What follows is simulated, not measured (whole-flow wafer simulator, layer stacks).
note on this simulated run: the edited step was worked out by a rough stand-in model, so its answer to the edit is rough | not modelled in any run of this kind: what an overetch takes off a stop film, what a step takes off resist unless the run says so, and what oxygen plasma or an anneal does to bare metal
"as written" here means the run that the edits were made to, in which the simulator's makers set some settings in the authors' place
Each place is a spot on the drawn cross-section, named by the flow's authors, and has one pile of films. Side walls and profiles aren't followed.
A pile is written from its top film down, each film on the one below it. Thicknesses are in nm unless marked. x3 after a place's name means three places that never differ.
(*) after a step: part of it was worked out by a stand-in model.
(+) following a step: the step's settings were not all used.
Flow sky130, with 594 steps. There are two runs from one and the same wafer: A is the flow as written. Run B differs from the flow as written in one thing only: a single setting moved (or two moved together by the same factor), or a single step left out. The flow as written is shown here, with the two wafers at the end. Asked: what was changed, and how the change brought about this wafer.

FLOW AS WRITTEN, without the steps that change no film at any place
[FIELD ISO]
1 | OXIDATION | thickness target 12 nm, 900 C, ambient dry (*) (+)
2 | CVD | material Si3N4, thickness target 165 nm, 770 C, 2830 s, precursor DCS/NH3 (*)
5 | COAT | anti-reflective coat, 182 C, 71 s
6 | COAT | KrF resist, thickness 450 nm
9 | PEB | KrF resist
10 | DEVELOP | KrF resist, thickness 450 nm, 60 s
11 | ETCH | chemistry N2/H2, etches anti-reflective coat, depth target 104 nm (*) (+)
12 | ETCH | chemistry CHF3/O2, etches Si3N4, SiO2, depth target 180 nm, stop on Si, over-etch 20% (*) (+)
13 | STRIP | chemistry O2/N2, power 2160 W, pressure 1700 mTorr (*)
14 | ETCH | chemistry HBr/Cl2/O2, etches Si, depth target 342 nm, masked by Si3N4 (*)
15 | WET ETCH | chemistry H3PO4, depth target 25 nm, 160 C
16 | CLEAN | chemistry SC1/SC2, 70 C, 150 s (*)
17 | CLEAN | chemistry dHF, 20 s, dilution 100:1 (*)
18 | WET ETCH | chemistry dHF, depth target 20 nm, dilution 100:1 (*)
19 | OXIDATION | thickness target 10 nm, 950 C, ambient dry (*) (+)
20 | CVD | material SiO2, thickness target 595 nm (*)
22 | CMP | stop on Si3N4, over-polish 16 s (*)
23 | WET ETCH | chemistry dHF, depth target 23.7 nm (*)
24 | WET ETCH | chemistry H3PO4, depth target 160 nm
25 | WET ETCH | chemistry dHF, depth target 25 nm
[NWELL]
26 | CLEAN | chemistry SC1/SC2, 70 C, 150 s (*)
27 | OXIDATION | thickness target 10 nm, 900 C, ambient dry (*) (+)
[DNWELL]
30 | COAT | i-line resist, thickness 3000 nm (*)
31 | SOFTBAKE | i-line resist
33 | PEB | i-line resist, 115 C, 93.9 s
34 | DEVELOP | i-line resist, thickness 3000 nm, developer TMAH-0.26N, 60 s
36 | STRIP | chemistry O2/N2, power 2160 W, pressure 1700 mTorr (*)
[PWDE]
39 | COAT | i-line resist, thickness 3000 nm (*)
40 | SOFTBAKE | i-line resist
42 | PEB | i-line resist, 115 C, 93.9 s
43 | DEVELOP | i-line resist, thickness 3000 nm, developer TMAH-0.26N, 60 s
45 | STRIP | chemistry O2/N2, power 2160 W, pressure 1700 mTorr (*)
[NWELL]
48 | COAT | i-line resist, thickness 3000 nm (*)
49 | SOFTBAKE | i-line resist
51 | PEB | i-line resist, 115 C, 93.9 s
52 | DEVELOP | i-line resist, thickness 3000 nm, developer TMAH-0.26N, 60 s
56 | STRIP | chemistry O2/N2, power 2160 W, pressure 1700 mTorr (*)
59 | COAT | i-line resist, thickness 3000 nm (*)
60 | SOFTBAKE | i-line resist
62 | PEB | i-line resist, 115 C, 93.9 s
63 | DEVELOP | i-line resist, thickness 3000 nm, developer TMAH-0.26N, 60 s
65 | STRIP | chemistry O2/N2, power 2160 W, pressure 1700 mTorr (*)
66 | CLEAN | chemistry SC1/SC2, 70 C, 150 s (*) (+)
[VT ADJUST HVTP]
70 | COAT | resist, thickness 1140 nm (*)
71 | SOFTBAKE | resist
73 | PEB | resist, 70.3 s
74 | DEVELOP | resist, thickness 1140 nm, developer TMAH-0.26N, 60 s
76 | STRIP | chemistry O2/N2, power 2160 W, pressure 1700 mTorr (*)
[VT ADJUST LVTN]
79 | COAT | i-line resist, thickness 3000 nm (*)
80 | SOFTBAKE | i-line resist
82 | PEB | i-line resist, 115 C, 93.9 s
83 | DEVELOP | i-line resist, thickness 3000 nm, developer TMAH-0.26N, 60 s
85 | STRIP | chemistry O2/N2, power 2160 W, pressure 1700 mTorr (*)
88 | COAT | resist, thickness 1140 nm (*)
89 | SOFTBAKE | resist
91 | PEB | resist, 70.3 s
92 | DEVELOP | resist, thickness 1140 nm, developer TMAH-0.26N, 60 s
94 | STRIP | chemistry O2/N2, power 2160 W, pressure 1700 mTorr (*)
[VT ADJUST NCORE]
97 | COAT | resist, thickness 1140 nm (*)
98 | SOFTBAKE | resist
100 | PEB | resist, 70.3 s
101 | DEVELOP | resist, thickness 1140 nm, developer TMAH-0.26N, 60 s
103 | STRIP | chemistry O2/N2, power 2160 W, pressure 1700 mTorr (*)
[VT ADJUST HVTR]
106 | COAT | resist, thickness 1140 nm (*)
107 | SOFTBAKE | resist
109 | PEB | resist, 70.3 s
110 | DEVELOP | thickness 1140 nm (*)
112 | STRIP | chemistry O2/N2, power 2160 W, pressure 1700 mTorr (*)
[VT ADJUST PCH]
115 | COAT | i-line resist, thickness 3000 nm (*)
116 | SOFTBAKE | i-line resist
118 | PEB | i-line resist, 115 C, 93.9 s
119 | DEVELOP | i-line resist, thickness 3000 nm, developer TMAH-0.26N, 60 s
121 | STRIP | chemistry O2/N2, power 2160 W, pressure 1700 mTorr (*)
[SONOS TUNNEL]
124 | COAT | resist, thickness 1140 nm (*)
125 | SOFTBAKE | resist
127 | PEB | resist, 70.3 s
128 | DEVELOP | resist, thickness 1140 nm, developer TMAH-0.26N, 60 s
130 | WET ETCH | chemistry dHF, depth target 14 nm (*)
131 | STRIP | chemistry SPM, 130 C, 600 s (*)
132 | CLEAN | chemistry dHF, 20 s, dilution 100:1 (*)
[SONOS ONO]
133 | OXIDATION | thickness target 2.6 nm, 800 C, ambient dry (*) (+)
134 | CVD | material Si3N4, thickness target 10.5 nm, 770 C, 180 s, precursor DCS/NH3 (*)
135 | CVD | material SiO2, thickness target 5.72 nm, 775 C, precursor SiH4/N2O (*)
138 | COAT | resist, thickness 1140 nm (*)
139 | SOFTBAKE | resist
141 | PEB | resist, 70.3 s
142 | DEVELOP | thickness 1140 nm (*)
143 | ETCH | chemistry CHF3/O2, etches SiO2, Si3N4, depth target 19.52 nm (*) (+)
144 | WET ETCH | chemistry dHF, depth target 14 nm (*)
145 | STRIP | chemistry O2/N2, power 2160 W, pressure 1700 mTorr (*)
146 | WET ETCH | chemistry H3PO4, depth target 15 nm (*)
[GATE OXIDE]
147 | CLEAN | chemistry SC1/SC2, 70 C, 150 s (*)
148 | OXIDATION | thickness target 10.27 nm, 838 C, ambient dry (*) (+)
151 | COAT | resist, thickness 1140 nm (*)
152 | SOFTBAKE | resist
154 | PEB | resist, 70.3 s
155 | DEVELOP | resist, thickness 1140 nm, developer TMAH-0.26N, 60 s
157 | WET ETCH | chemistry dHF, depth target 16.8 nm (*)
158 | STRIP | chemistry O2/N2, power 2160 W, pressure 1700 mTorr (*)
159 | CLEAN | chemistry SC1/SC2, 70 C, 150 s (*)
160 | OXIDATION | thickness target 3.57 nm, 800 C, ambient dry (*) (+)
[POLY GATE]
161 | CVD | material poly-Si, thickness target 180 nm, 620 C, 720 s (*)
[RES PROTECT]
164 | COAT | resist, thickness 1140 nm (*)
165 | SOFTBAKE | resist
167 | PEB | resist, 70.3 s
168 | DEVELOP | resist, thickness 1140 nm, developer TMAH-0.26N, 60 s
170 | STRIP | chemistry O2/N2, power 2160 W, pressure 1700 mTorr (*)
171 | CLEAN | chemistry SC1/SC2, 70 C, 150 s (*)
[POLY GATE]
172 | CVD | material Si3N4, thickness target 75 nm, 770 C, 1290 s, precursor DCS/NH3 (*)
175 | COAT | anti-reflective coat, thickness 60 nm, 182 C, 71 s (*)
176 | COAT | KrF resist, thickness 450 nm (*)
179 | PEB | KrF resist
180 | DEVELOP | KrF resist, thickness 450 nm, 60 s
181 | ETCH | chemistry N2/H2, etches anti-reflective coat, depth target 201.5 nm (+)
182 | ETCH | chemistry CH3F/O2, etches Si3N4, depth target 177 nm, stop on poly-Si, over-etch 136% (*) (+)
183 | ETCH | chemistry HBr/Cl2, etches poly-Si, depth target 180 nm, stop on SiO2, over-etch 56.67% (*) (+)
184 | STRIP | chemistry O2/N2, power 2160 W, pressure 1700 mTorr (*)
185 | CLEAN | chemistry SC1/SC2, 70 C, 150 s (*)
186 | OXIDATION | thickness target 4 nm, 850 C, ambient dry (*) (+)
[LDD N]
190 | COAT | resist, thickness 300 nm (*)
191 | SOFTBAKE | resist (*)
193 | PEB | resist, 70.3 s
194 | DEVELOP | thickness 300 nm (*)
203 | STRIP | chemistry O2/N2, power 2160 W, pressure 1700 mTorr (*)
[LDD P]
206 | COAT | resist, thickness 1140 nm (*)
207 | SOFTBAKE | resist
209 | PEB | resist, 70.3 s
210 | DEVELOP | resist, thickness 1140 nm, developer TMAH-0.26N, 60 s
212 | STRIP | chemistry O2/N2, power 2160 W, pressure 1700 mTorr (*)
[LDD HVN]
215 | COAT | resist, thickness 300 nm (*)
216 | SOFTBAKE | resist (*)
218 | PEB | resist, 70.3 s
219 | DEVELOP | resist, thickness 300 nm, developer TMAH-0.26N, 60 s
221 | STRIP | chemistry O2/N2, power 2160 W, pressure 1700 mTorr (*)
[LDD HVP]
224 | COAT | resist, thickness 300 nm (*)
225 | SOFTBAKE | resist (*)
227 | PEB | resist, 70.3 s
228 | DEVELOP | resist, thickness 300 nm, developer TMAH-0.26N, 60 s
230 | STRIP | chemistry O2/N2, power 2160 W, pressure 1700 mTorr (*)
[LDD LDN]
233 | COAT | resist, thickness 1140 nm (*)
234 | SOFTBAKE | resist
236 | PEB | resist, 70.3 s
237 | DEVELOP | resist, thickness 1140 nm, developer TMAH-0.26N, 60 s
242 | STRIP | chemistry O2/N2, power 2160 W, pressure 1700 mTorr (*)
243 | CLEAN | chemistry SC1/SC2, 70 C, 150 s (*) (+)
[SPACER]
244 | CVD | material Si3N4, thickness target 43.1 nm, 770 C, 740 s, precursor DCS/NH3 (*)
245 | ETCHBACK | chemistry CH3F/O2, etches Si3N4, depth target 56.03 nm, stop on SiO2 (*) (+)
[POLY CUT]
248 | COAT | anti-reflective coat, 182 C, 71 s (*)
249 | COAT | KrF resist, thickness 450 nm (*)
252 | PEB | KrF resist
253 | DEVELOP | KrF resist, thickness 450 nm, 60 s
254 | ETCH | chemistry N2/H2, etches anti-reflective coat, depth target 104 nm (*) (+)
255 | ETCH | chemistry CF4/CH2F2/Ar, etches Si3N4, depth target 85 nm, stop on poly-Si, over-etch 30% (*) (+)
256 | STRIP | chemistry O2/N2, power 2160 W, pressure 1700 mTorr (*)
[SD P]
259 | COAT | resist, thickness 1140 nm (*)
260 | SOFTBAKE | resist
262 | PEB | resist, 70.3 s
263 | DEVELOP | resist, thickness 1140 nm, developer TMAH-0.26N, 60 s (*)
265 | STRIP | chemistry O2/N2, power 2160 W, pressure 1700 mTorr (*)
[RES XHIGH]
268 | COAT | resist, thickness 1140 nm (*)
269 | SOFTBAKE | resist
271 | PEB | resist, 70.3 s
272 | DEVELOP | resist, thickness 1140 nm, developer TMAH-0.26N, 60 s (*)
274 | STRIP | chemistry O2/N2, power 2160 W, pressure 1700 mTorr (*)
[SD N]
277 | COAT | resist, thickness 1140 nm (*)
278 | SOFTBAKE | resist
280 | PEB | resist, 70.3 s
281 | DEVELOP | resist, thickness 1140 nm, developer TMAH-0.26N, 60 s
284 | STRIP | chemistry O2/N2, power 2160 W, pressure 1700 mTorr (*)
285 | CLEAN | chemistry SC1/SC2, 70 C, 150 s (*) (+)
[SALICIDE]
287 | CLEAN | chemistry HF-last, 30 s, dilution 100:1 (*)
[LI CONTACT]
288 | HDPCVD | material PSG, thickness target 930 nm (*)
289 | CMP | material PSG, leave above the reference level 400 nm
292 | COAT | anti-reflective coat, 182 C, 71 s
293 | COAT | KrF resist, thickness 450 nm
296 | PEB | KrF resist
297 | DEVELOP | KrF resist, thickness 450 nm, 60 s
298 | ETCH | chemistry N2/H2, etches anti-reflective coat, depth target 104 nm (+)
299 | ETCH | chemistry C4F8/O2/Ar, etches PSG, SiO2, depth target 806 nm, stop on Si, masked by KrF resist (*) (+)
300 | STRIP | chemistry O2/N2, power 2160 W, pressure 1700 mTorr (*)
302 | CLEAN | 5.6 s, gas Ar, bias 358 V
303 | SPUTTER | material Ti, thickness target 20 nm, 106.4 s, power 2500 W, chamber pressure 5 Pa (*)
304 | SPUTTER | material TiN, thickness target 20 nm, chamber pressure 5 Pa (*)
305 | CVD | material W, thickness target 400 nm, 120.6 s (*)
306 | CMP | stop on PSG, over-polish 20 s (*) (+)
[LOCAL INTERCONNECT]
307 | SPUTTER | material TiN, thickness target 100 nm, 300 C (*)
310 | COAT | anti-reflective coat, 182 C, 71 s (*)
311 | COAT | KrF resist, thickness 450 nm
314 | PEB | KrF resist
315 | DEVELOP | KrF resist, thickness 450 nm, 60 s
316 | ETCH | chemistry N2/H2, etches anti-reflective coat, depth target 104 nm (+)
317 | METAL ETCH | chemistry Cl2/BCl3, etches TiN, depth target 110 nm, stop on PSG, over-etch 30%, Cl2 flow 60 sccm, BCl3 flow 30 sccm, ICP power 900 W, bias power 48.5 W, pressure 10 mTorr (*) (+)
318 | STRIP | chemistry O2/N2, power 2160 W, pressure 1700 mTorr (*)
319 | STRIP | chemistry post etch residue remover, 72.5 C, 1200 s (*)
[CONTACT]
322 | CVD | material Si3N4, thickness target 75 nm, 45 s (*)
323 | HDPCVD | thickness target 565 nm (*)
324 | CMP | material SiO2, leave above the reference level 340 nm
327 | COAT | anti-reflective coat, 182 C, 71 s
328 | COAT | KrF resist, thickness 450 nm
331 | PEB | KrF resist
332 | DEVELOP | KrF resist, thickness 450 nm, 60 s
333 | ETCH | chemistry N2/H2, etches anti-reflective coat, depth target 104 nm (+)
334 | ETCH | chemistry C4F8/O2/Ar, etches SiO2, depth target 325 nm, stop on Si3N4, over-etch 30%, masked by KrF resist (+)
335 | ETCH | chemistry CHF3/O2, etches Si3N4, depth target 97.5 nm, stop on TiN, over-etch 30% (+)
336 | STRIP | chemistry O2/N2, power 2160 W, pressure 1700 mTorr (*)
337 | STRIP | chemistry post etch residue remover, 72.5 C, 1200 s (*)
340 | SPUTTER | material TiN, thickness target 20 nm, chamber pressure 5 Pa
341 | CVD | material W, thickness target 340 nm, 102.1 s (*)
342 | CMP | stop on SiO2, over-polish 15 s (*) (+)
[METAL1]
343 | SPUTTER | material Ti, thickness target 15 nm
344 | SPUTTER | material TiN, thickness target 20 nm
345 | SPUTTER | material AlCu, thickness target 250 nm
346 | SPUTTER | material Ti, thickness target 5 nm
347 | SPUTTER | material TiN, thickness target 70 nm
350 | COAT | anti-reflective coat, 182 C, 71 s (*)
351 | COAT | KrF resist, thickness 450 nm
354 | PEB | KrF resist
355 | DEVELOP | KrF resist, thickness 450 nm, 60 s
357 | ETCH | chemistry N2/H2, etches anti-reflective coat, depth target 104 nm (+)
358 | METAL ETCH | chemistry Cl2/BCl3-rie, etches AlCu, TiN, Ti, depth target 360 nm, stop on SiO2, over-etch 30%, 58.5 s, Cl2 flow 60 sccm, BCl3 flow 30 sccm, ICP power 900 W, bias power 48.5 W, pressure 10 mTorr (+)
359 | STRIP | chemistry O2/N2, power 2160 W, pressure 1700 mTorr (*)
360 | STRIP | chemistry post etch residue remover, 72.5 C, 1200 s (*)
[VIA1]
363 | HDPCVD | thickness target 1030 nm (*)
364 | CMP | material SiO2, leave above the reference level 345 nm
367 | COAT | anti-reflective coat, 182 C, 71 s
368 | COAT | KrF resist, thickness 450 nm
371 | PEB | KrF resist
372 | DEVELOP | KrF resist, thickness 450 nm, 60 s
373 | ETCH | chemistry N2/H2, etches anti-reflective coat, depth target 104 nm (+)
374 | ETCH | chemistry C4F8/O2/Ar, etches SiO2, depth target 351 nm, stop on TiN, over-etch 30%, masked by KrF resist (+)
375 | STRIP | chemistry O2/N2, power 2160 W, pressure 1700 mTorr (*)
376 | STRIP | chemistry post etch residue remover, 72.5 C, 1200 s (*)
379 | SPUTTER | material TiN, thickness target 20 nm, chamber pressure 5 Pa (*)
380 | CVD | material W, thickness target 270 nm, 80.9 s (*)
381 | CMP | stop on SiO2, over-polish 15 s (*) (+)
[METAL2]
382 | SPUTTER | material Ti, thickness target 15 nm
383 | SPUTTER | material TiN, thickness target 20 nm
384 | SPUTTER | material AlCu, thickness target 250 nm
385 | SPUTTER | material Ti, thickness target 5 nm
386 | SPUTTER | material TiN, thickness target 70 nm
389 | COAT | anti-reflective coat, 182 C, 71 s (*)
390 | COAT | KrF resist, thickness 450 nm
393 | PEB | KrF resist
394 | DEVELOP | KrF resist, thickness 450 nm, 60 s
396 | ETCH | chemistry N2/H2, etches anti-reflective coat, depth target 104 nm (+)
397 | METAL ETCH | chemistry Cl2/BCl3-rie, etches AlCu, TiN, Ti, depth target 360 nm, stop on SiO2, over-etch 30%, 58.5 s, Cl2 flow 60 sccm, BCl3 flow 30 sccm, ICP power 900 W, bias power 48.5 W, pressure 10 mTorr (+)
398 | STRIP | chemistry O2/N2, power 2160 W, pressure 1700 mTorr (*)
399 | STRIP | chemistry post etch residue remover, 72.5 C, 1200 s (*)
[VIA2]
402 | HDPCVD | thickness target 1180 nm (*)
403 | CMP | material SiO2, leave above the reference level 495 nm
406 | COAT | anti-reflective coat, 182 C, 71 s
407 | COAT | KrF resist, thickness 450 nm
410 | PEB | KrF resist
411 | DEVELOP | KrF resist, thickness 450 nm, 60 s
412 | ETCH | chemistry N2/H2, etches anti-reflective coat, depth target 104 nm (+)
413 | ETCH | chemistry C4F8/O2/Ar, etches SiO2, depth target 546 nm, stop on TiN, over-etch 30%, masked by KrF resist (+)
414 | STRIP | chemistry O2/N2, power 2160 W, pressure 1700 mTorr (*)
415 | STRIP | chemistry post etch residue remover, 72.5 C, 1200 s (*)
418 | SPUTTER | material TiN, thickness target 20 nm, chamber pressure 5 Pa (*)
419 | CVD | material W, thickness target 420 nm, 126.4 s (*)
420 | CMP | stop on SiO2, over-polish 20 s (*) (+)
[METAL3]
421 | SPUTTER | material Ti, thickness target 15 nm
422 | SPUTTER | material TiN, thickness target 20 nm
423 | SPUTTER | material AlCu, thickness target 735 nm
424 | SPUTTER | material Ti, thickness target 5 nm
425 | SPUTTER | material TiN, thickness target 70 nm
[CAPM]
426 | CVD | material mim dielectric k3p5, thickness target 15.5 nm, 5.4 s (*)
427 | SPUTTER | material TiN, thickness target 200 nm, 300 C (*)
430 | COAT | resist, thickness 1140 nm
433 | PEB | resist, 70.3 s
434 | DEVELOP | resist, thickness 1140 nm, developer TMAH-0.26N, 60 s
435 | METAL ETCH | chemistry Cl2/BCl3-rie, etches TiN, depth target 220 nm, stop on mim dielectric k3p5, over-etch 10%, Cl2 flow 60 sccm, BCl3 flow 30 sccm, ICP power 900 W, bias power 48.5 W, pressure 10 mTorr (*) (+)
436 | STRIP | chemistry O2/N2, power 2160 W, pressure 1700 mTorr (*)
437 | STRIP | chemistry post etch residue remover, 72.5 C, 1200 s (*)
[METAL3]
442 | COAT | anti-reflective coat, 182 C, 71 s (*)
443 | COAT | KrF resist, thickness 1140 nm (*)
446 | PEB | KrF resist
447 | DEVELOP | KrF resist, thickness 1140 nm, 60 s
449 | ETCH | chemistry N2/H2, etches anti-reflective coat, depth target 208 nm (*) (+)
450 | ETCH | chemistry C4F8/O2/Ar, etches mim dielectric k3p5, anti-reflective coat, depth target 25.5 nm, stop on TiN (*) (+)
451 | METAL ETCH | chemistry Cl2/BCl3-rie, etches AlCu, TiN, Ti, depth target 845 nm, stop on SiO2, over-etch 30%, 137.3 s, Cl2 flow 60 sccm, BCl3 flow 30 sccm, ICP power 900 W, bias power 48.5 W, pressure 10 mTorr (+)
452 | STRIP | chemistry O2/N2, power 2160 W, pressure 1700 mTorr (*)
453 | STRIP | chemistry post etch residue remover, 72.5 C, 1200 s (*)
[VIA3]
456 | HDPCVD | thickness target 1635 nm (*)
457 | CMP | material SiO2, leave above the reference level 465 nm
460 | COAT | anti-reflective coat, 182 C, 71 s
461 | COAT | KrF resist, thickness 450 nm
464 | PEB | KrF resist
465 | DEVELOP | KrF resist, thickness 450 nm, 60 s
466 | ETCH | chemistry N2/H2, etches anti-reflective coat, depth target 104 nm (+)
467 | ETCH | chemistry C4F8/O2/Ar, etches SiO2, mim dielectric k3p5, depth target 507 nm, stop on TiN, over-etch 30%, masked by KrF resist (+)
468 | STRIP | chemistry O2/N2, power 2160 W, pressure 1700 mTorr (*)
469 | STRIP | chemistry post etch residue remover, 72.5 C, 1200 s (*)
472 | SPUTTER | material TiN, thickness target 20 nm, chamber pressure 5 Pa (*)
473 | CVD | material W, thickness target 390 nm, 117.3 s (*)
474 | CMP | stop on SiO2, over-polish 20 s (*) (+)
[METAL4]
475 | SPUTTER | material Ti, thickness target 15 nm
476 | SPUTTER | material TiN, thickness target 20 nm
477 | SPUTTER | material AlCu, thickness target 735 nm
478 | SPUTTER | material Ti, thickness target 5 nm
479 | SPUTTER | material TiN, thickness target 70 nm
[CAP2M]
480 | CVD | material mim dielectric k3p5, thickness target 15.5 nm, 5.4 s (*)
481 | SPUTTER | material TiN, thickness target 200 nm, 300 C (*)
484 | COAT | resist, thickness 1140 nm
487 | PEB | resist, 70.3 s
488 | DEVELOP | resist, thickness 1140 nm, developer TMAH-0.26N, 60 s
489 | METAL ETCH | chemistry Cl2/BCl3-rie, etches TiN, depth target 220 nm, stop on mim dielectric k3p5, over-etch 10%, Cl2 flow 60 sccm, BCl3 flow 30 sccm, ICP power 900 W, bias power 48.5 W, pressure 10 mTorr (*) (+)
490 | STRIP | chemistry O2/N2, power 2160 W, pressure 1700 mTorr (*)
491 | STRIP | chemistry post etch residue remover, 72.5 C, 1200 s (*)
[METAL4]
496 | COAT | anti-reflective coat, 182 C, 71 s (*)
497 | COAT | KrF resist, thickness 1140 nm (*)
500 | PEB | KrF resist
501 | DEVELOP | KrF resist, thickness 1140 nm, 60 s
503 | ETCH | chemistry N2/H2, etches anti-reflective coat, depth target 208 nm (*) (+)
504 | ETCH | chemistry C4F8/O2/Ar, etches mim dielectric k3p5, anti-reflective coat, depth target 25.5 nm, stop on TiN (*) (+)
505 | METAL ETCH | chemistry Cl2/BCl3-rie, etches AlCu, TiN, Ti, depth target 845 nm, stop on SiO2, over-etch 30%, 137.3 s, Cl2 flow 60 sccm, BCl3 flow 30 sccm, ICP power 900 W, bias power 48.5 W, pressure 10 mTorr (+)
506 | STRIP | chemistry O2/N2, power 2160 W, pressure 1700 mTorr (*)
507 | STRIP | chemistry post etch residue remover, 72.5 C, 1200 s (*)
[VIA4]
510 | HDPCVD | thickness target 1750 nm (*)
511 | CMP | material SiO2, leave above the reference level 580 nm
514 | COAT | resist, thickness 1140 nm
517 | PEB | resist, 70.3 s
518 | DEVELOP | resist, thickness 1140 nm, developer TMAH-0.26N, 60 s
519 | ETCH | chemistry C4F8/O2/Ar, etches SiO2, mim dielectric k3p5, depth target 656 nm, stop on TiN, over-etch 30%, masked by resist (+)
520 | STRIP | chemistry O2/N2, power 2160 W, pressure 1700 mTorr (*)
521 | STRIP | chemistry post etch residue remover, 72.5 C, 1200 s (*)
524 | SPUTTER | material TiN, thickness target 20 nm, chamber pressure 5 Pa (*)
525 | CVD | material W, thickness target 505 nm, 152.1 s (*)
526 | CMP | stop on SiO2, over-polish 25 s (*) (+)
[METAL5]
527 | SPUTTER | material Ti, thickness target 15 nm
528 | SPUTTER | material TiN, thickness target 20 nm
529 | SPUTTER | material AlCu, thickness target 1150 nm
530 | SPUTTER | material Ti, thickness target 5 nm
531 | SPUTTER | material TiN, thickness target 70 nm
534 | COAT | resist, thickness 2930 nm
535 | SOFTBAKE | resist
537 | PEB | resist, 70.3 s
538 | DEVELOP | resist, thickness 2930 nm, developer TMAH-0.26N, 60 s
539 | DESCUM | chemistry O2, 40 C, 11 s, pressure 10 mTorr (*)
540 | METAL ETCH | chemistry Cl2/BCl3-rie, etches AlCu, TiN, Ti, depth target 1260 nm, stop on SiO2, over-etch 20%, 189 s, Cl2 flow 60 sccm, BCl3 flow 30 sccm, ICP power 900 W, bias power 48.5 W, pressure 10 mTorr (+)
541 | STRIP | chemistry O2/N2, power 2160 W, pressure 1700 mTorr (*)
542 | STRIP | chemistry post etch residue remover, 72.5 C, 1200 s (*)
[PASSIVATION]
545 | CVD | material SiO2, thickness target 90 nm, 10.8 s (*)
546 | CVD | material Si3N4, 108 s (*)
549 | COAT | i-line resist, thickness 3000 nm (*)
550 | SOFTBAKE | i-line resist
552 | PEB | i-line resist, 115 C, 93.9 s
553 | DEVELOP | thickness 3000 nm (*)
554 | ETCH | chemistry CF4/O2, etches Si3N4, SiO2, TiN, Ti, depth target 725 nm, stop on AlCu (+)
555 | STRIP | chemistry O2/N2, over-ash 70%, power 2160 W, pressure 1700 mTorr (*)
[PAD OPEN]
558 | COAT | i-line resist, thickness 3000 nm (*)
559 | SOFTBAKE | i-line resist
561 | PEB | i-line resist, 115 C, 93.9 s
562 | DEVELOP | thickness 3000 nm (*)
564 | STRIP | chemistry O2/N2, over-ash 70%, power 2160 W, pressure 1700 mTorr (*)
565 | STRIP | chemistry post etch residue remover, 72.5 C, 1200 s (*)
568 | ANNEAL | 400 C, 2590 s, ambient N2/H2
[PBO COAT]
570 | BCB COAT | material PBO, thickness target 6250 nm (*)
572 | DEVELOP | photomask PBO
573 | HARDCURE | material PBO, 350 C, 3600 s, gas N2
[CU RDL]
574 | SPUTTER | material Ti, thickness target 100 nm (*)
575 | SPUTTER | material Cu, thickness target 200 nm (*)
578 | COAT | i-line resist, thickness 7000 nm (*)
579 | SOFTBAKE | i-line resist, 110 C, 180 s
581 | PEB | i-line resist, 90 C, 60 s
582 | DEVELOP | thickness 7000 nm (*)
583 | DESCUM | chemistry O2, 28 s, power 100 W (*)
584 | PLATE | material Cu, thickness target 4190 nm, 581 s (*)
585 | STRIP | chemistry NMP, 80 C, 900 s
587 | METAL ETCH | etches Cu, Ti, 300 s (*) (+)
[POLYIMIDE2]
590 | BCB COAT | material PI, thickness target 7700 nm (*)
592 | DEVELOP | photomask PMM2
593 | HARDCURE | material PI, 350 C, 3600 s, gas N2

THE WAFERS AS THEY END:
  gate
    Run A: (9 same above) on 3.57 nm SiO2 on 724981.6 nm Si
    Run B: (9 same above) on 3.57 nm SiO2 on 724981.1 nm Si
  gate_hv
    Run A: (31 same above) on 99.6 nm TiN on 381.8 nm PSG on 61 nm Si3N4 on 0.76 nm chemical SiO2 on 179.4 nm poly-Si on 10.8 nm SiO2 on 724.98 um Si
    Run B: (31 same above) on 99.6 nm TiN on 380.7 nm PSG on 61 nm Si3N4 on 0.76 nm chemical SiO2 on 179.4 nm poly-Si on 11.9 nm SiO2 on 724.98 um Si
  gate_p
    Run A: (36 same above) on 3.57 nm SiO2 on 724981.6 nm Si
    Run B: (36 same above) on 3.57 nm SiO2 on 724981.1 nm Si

The reason: step 148, OXIDATION: thickness target 11.4 nm was run, though the flow has thickness target 10.27 nm.

How this came from the change, step by step:
  148 | OXIDATION | thickness target 10.27 nm, 838 C, ambient dry (*) (+)
      active, n_well, p_well and 98 more: A SiO2 gains 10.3 (new film), chemical SiO2 loses 0.76 (all of it), Si loses 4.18 | B SiO2 gains 11.4 (new film), chemical SiO2 loses 0.76 (all of it), Si loses 4.68
  157 | WET ETCH | chemistry dHF, depth target 16.8 nm (*)
      active, n_well, p_well and 58 more: A SiO2 loses 10.3 (all of it) | B SiO2 loses 11.4 (all of it)
